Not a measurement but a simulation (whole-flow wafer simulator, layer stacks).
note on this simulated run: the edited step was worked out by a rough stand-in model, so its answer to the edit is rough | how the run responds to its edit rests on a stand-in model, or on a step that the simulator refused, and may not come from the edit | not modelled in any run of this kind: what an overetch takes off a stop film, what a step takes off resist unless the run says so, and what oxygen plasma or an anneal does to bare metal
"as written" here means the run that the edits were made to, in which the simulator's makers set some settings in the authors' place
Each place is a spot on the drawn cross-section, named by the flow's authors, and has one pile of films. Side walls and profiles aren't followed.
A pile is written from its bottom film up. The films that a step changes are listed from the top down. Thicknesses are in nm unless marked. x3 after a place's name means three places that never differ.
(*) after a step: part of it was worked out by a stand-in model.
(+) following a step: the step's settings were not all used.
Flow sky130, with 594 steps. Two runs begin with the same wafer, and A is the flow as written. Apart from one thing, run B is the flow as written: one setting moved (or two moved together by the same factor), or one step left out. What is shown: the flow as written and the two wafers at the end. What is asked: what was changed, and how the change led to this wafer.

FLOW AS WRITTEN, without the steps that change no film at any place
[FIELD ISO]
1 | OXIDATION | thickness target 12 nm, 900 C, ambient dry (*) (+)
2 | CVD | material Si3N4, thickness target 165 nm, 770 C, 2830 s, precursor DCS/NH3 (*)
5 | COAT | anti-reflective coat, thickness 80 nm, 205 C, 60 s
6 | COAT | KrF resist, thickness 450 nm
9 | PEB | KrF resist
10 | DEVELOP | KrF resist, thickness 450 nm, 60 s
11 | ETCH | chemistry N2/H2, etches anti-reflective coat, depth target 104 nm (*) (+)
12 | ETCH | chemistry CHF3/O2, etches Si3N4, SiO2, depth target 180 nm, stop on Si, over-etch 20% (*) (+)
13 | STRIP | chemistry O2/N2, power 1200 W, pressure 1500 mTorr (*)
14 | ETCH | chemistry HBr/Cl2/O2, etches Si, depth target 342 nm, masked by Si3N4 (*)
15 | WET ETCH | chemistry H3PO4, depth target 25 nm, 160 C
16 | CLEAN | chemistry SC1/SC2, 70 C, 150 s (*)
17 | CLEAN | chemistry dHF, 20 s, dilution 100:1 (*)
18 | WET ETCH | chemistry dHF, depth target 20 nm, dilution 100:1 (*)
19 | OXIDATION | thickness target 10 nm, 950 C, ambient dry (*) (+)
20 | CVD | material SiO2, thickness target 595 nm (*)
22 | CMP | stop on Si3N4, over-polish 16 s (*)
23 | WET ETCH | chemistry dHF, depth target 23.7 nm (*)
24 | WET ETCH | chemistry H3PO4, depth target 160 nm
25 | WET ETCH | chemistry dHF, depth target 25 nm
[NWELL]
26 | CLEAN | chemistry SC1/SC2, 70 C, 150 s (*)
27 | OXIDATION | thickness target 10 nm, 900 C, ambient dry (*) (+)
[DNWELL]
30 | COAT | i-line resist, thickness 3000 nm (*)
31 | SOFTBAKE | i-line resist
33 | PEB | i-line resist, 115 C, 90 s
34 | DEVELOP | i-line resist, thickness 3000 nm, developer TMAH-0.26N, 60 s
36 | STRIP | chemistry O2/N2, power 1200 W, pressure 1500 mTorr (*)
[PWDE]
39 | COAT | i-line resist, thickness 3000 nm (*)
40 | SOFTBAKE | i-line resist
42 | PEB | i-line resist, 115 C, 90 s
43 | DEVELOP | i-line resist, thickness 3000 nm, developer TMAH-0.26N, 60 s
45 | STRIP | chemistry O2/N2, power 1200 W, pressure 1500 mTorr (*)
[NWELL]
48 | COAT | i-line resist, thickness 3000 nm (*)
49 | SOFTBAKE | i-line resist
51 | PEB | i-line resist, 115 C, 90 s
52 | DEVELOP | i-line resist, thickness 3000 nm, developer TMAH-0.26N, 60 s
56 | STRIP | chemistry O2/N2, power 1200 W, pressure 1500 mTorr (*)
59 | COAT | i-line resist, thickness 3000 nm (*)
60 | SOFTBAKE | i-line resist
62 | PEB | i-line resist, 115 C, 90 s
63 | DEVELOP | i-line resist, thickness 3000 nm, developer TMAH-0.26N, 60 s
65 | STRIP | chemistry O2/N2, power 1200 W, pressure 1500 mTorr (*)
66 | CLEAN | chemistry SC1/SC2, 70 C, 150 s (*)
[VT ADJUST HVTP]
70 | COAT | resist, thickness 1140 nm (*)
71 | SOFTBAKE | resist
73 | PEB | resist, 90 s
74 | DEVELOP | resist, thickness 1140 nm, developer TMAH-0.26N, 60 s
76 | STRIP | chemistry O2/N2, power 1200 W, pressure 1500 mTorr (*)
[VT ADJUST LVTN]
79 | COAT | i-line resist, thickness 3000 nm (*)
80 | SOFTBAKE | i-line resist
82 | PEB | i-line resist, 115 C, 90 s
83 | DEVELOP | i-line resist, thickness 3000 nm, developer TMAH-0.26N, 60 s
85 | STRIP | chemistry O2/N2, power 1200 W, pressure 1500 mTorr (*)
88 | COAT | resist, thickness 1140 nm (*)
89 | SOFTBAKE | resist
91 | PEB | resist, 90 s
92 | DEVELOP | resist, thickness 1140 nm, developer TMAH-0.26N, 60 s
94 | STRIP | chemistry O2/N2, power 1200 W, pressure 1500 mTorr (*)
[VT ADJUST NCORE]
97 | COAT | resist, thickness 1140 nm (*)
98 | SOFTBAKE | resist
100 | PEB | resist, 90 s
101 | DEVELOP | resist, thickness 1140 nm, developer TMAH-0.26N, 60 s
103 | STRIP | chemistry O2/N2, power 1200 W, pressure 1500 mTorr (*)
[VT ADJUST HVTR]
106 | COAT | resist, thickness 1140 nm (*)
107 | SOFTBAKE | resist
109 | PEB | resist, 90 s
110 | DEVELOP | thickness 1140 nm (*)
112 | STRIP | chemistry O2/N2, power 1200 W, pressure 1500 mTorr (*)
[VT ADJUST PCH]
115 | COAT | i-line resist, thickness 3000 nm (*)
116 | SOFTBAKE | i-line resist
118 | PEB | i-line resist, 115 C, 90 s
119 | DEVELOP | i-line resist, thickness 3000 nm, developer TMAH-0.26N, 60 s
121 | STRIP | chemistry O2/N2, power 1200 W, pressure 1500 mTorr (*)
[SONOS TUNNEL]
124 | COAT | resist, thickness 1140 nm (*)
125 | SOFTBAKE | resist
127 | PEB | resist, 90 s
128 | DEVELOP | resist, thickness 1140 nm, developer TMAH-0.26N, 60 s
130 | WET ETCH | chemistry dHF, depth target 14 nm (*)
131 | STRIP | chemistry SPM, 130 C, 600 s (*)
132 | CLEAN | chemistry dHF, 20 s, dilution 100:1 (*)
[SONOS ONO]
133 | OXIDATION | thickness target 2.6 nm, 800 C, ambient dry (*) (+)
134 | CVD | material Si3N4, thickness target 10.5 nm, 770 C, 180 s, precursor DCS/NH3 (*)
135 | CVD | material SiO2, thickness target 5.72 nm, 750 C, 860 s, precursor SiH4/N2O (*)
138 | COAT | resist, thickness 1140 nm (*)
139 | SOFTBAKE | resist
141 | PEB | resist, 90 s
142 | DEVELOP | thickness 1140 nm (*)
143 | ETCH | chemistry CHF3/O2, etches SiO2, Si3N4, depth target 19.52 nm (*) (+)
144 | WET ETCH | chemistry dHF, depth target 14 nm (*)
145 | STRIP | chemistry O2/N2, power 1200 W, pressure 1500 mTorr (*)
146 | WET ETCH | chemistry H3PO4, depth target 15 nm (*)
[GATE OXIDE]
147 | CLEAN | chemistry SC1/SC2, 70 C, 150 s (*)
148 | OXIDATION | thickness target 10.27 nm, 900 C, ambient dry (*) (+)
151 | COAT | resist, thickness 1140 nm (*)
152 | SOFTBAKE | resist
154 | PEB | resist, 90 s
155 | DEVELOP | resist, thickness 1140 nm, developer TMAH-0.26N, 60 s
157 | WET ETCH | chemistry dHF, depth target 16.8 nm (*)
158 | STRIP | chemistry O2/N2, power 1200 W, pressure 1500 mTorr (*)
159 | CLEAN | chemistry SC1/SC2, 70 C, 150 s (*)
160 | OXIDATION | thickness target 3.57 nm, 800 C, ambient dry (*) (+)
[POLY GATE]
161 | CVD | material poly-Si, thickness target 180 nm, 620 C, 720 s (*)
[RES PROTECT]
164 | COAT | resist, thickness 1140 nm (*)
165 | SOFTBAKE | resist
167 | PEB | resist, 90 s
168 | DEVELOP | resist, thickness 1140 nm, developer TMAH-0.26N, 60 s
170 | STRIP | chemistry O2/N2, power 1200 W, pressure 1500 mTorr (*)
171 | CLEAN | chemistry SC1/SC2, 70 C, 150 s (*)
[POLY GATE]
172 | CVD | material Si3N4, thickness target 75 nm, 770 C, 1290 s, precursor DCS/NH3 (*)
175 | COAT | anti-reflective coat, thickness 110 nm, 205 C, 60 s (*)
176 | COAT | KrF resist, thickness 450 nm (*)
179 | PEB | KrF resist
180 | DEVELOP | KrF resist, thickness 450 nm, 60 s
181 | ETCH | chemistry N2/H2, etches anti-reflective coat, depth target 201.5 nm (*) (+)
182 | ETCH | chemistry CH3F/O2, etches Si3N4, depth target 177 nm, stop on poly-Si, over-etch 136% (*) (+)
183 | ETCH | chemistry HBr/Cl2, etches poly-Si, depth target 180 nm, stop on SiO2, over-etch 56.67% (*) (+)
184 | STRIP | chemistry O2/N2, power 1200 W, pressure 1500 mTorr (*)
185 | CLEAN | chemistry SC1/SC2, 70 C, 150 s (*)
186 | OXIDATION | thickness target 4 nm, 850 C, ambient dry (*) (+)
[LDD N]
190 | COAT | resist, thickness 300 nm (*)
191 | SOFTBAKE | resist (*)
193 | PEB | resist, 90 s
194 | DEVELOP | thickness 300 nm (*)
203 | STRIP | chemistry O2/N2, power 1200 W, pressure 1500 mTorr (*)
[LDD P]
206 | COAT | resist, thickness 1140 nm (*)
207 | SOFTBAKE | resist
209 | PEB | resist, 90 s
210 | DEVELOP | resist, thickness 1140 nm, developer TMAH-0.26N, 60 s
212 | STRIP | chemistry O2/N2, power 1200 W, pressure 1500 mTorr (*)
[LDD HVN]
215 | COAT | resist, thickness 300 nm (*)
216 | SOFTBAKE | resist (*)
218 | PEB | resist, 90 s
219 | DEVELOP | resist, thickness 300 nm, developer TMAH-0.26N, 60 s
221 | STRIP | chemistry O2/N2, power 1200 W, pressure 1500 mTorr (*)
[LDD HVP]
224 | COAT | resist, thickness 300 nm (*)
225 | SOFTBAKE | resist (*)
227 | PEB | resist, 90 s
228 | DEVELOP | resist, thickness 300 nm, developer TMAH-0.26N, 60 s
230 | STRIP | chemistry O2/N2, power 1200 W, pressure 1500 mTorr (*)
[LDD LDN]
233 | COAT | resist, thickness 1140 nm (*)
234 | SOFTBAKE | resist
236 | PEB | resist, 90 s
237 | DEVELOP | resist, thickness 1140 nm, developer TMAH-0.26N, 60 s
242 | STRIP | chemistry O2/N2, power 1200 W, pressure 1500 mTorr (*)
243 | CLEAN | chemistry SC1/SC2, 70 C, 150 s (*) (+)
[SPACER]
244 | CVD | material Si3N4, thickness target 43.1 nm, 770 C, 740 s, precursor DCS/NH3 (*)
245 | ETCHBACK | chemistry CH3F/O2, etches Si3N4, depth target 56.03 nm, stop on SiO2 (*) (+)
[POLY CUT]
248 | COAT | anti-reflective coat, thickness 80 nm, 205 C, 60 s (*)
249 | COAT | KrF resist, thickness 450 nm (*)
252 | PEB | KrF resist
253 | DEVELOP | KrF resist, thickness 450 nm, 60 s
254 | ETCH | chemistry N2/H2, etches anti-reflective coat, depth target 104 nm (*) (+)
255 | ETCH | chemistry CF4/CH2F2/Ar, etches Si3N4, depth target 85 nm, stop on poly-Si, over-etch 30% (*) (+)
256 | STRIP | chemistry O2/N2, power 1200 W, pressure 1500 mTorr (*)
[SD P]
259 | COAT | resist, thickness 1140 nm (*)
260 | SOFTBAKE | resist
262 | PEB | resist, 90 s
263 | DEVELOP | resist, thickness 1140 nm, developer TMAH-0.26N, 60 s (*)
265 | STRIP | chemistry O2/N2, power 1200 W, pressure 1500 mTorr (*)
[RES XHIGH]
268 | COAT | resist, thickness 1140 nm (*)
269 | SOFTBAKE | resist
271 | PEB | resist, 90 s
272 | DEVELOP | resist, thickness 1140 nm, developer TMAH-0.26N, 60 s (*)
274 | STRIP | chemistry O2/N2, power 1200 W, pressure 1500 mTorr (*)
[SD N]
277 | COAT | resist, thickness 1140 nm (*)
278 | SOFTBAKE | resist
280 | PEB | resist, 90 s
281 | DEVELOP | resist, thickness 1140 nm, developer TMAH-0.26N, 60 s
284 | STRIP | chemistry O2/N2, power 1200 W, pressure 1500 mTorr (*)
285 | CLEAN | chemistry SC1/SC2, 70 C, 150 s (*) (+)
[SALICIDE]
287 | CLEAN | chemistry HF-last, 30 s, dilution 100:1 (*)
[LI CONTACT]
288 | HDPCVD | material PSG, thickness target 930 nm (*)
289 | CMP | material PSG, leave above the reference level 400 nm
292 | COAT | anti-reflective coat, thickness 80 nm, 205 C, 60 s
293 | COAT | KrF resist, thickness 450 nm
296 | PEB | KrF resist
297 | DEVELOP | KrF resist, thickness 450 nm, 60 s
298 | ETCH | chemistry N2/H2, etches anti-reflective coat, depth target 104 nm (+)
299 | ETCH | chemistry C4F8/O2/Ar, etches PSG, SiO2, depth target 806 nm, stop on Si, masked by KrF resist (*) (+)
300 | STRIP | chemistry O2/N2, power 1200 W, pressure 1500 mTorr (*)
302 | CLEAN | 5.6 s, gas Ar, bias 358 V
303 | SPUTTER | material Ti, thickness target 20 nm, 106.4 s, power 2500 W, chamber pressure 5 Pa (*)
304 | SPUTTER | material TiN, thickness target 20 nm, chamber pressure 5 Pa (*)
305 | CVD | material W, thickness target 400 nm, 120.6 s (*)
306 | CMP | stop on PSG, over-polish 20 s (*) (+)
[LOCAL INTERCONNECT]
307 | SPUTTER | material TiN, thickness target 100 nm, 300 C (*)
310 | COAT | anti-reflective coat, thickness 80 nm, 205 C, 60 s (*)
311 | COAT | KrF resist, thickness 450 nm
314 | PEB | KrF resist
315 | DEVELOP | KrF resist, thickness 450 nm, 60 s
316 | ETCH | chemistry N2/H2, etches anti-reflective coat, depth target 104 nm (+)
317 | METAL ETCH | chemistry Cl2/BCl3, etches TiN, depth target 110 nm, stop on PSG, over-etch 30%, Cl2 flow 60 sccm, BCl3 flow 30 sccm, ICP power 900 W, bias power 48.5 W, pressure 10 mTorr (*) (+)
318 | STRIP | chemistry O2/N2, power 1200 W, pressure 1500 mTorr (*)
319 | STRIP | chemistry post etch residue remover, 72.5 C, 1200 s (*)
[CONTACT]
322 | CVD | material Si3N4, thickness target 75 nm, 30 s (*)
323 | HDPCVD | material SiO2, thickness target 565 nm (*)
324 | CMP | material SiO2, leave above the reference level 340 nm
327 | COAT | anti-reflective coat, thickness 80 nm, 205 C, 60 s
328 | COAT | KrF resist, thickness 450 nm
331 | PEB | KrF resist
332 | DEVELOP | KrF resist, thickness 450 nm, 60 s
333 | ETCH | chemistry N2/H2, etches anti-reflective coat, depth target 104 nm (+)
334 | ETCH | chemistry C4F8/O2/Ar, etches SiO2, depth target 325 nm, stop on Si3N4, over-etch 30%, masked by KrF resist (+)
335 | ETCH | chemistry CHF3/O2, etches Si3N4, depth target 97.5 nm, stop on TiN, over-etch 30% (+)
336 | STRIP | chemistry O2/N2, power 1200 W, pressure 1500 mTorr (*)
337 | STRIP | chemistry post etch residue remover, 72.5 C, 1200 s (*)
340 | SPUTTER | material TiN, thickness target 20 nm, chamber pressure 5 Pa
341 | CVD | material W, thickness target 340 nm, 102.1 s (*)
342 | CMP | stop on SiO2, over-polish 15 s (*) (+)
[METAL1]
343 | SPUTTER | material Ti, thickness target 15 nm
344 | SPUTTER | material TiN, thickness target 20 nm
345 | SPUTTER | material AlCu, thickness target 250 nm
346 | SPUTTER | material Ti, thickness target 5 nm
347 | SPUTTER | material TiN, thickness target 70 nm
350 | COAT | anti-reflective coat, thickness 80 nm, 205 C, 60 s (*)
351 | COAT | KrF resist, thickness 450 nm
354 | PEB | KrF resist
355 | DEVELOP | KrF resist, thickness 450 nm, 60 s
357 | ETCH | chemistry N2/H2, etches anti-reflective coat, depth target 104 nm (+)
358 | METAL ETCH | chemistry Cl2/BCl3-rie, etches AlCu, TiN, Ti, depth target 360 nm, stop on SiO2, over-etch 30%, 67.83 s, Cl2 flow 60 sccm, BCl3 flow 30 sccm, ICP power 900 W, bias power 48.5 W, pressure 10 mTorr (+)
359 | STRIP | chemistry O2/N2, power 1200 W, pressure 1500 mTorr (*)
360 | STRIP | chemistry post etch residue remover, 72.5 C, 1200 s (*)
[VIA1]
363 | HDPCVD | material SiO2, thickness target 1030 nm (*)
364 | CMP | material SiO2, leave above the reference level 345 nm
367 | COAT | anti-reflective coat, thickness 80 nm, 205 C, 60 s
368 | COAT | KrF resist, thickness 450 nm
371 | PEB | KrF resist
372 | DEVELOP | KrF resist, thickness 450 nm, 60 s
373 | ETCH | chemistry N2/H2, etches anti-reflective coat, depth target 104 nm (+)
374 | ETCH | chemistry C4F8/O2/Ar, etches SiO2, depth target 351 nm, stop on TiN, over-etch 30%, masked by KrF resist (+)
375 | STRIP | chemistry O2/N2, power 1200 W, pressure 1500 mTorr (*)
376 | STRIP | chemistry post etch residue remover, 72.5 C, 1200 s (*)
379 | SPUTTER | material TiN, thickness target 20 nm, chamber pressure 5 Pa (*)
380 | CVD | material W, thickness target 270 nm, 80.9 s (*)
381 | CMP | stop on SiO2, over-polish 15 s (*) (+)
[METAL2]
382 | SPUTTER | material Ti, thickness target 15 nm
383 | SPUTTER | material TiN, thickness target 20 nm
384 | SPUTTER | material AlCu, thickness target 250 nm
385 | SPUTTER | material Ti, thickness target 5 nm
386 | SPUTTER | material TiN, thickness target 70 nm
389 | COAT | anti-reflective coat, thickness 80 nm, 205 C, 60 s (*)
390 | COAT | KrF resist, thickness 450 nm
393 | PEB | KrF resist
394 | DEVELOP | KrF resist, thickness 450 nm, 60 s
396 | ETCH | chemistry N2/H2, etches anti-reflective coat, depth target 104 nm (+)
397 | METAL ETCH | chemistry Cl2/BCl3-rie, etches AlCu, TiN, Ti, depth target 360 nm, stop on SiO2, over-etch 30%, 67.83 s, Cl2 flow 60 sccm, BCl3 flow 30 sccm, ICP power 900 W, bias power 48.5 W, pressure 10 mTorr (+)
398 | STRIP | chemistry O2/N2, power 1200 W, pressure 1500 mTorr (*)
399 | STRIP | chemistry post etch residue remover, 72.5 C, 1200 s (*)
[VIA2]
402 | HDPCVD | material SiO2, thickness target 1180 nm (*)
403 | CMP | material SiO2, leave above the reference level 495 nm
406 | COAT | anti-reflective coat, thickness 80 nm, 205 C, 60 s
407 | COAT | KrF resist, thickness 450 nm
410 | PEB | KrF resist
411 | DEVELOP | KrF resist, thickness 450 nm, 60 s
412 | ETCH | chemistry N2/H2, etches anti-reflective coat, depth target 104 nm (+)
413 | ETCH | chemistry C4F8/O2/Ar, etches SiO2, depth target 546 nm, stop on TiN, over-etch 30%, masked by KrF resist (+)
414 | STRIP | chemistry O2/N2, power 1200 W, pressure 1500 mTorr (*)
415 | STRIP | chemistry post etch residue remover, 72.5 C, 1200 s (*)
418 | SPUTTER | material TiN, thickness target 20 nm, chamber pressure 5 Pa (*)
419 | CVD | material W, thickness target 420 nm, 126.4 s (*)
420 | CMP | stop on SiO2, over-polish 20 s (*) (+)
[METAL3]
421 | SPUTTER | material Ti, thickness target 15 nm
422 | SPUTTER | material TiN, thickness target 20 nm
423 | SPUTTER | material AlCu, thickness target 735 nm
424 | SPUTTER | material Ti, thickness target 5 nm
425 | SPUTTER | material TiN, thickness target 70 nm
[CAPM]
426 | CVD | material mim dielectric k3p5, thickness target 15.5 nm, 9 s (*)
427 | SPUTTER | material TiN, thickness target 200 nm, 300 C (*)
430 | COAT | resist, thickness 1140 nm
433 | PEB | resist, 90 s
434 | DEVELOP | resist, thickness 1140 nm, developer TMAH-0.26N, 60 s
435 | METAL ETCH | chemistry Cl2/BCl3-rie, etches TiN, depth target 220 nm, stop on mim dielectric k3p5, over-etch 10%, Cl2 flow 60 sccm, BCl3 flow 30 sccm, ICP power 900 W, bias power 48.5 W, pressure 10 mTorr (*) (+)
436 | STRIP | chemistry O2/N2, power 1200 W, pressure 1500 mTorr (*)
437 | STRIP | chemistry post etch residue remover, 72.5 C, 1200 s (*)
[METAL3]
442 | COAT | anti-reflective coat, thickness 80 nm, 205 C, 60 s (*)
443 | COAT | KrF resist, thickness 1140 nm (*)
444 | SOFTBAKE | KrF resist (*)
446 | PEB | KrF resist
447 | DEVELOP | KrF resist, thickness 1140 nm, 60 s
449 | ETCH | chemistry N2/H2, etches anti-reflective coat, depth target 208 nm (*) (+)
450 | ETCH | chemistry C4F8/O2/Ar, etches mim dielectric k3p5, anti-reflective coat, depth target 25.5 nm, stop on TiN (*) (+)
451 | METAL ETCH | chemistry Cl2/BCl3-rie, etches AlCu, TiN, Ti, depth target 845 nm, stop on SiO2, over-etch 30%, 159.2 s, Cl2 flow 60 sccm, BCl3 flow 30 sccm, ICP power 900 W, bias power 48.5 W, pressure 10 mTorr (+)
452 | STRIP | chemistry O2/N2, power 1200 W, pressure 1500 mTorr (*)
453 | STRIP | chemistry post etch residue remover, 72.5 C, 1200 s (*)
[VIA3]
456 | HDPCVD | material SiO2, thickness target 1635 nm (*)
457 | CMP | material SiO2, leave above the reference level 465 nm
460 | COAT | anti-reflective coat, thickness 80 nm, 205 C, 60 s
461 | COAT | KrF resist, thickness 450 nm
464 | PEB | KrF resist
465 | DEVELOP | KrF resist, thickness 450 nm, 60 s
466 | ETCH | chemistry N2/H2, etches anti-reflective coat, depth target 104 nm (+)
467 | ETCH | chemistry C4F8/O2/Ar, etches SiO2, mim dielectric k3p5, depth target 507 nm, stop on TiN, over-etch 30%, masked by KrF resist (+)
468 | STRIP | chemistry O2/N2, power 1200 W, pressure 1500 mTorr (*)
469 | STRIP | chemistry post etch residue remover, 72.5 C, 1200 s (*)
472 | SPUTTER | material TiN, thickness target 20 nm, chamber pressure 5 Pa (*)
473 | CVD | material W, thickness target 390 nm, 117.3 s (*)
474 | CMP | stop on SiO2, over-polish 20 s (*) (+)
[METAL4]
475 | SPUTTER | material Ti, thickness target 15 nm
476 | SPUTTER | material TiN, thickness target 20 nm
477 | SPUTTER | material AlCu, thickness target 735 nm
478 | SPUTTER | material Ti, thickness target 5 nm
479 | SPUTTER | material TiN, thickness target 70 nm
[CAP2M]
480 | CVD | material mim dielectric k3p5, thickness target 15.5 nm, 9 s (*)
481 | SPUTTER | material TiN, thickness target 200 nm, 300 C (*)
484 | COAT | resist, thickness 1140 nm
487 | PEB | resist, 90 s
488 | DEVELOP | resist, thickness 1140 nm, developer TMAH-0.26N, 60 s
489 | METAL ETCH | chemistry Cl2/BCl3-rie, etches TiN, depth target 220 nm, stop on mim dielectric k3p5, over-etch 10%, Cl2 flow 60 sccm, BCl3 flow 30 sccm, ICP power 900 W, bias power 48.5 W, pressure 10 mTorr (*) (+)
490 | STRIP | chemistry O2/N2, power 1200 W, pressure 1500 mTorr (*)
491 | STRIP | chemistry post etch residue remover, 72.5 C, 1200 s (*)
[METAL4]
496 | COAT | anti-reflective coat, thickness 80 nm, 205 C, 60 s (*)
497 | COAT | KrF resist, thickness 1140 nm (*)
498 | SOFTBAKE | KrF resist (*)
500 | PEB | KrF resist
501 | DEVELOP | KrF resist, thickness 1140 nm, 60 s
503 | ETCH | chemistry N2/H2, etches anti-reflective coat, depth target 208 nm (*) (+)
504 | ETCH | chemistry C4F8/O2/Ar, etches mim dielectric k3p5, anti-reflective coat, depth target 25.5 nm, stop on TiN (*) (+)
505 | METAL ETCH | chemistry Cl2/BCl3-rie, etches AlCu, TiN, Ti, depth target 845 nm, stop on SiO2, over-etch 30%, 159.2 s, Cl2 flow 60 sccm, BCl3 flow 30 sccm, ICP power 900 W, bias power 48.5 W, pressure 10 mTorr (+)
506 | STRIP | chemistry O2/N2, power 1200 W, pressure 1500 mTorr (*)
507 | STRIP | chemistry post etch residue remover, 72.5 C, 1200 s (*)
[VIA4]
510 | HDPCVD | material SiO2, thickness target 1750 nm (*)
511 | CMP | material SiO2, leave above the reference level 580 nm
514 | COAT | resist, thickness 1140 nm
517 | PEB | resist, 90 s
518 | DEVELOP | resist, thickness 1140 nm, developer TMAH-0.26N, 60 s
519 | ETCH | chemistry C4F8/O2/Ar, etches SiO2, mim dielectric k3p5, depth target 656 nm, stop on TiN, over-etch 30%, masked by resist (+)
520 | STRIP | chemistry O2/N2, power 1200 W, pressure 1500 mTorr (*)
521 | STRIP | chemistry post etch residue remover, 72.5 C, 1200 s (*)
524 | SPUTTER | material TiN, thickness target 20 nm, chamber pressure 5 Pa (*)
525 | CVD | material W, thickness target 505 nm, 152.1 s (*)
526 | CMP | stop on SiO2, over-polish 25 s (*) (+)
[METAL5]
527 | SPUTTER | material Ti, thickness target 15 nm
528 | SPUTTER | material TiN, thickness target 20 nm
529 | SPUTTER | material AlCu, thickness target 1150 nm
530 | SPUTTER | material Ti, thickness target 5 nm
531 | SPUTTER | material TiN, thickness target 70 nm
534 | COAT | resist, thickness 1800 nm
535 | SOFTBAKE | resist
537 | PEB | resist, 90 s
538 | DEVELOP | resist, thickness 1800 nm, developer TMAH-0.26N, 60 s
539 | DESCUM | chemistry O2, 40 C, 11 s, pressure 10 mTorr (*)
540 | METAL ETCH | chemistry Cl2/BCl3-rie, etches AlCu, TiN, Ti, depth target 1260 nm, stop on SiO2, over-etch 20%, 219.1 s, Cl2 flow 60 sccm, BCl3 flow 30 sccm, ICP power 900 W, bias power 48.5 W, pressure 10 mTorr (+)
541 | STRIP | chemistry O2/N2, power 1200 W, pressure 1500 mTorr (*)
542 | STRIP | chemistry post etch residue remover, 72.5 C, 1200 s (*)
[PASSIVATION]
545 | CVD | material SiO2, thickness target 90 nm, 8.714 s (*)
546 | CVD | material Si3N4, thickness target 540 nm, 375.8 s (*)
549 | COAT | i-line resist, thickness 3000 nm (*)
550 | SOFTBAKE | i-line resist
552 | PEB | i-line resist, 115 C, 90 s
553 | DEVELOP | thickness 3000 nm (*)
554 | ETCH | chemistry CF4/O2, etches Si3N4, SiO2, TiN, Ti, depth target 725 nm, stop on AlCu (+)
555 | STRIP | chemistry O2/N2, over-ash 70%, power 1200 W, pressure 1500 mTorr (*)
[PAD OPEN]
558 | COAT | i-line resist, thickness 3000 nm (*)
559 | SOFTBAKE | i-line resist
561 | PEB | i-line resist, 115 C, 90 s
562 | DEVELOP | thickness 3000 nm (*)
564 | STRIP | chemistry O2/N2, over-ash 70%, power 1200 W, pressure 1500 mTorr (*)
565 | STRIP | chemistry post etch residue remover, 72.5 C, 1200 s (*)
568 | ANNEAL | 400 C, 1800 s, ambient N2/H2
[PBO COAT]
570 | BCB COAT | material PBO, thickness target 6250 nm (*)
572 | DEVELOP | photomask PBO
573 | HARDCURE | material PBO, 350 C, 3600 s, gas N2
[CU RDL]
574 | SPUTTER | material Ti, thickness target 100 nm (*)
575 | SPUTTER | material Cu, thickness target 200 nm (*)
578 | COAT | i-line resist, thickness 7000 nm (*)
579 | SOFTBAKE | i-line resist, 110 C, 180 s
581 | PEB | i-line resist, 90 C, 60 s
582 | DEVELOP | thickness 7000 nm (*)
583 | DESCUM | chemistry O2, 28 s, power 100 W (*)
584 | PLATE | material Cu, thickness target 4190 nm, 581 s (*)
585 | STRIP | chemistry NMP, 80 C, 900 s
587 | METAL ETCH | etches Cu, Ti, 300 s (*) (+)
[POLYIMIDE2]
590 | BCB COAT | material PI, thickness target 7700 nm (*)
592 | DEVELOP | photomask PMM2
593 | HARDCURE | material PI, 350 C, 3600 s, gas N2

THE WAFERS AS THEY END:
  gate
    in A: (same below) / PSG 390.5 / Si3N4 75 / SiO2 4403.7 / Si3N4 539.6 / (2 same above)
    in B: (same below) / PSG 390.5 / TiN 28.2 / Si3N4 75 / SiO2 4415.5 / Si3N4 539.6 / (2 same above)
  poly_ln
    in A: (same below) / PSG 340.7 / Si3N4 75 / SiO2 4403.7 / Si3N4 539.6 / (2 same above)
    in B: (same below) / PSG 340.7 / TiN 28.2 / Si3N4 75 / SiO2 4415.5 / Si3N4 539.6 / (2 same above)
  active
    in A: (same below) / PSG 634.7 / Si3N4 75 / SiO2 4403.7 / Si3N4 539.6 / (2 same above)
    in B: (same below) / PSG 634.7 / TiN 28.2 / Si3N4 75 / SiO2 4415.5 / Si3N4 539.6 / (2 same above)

What caused this: step 307, SPUTTER: thickness target 140 nm was run, while the flow as written has thickness target 100 nm.

The path from the change to this, step by step:
  307 | SPUTTER | material TiN, thickness target 100 nm, 300 C (*)
      field, active, n_well and 188 more: A TiN gains 100 (new film) | B TiN gains 140 (new film)
  317 | METAL ETCH | chemistry Cl2/BCl3, etches TiN, depth target 110 nm, stop on PSG, over-etch 30%, Cl2 flow 60 sccm, BCl3 flow 30 sccm, ICP power 900 W, bias power 48.5 W, pressure 10 mTorr (*) (+)
      field, active, gate and 88 more: A TiN loses 98.7 (all of it) | B TiN loses 110
  324 | CMP | material SiO2, leave above the reference level 340 nm
      field, active, gate and 88 more: A SiO2 loses 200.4 | B SiO2 loses 188.7
With metal films that touch counted as one body, gate has 1 body; the flow as written gives 0 bodies.
With metal films that touch counted as one body, poly_ln has 1 body; the flow as written gives 0 bodies.
With metal films that touch counted as one body, active has 1 body; the flow as written gives 0 bodies.
